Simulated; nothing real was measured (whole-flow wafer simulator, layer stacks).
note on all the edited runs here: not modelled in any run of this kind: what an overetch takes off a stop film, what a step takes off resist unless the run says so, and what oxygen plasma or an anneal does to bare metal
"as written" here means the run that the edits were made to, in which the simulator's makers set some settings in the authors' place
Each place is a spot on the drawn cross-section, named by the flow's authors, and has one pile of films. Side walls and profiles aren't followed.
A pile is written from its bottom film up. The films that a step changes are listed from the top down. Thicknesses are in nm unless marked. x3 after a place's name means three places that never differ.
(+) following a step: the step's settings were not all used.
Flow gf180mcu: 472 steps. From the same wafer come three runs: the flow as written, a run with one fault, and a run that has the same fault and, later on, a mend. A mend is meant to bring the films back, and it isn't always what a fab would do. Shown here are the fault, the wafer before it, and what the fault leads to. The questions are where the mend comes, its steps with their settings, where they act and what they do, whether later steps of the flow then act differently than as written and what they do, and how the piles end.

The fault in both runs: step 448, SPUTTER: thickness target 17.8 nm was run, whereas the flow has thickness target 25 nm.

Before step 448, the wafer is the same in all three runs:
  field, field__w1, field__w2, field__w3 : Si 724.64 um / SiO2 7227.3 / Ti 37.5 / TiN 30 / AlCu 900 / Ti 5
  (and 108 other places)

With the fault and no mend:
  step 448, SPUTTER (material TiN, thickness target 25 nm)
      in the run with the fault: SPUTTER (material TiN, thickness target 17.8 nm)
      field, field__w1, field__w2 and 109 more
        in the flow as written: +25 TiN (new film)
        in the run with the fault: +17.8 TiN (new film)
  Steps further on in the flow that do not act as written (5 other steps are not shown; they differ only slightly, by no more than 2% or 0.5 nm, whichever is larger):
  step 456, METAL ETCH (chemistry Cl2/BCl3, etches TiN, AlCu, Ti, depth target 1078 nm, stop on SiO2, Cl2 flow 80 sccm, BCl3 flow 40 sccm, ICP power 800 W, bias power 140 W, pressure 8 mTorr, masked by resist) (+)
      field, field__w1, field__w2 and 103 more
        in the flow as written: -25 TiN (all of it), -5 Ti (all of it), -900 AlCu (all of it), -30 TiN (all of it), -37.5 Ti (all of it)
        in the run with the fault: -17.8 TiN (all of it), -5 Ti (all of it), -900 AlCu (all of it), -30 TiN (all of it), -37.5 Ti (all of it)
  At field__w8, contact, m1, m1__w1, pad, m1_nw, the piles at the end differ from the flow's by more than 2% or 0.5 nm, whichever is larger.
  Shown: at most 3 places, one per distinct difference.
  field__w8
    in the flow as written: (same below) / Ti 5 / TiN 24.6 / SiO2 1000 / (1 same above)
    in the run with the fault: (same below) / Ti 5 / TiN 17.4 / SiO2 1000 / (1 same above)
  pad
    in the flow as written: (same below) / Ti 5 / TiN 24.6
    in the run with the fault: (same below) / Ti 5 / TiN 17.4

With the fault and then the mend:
  After step 448 comes the mend.
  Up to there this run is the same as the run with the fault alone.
  step 448a, SPUTTER (material TiN, thickness target 7.2 nm) (the flow's step 448 again, with other settings)
      field, field__w1, field__w2 and 109 more
        +7.2 TiN
  Later steps of the flow that are run all act as written at every place that is followed.
  At every place that both follow, the piles at the end match the flow's.
